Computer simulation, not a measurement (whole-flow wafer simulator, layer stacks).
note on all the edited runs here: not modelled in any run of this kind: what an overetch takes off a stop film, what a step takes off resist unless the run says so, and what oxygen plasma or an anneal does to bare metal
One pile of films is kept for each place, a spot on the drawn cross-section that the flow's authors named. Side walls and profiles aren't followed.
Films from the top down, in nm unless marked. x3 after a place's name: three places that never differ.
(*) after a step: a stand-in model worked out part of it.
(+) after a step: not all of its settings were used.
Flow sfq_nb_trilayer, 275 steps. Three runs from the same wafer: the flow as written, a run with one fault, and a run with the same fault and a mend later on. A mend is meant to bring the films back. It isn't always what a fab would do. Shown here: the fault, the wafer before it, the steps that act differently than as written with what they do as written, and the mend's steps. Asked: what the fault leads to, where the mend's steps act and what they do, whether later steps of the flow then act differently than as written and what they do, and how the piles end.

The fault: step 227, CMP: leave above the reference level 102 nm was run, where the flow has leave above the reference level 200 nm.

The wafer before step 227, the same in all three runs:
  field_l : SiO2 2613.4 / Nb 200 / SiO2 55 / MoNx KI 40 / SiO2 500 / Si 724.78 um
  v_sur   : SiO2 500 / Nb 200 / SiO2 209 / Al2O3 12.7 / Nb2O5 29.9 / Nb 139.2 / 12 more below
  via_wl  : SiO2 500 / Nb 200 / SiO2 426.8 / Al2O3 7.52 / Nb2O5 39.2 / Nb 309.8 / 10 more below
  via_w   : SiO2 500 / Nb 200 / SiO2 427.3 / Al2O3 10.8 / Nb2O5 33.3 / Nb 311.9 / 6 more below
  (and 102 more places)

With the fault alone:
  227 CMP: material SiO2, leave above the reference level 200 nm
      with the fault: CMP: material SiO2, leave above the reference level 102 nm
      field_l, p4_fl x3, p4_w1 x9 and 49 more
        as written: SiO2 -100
        with the fault: SiO2 -198
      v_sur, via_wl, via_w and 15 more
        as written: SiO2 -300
        with the fault: SiO2 -398
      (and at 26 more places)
  Later steps of the flow that act differently than as written (4 more steps differ only slightly, by at most 2% or 0.5 nm, whichever is larger, and aren't shown):
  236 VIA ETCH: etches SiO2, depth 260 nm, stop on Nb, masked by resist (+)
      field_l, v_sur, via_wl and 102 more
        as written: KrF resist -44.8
        with the fault: KrF resist -26.3
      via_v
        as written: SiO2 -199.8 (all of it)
        with the fault: SiO2 -101.8 (all of it)
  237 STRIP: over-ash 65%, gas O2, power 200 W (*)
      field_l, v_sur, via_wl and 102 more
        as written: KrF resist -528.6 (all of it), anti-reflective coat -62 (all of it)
        with the fault: KrF resist -547.1 (all of it), anti-reflective coat -62 (all of it)
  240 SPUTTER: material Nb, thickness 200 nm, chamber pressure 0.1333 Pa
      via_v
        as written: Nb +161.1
        with the fault: Nb +185.3
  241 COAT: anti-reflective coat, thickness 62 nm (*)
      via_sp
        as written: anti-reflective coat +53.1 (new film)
        with the fault: anti-reflective coat +52 (new film)
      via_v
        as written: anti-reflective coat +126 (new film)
        with the fault: anti-reflective coat +107.3 (new film)
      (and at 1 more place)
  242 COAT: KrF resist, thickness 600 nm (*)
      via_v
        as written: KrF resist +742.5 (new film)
        with the fault: KrF resist +654.8 (new film)
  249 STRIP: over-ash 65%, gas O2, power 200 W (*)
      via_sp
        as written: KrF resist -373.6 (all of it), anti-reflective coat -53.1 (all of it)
        with the fault: KrF resist -382.7 (all of it), anti-reflective coat -52 (all of it)
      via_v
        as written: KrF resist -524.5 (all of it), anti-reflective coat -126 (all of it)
        with the fault: KrF resist -437.1 (all of it), anti-reflective coat -107.3 (all of it)
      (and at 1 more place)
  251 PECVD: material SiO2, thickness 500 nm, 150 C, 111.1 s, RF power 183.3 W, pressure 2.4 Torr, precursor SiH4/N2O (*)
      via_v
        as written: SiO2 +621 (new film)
        with the fault: SiO2 +500 (new film)
  At the end the piles differ from the flow's by more than 2% or 0.5 nm, whichever is larger, at field_l, v_sur, via_wl and 103 more.
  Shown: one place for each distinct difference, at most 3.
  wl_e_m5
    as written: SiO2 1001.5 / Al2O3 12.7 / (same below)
    with the fault: SiO2 903.5 / Al2O3 12.7 / (same below)
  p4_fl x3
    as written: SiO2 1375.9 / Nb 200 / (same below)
    with the fault: SiO2 1277.9 / Nb 200 / (same below)
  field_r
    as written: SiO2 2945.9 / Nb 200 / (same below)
    with the fault: SiO2 2847.9 / Nb 200 / (same below)

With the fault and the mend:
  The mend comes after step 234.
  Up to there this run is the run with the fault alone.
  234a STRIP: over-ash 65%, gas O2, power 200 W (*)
      field_l, v_sur, via_wl and 102 more
        KrF resist -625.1 (all of it), anti-reflective coat -62 (all of it)
      via_v
        anti-reflective coat -62 (all of it)
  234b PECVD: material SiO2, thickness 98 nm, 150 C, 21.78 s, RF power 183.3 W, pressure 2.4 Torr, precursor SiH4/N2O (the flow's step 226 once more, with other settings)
      field_l, v_sur, via_wl and 103 more
        SiO2 +98
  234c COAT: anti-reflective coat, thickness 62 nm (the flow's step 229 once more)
      field_l, v_sur, via_wl and 103 more
        anti-reflective coat +62 (new film)
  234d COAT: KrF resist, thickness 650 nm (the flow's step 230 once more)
      field_l, v_sur, via_wl and 103 more
        KrF resist +650 (new film)
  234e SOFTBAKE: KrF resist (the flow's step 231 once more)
      changes no film at any place that is followed
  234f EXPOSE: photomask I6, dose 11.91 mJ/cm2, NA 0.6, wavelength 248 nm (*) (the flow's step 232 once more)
      changes no film at any place that is followed
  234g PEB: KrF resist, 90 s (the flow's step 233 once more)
      field_l, v_sur, via_wl and 103 more
        KrF resist -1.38
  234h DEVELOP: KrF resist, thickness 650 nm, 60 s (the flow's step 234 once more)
      field_l, v_sur, via_wl and 102 more
        KrF resist -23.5
      via_v
        KrF resist -648.6 (all of it)
  No later step of the flow acts differently than as written, at any place that is followed, by more than 2% or 0.5 nm, whichever is larger.
  At the end the piles are the same as the flow's at every place that both follow.
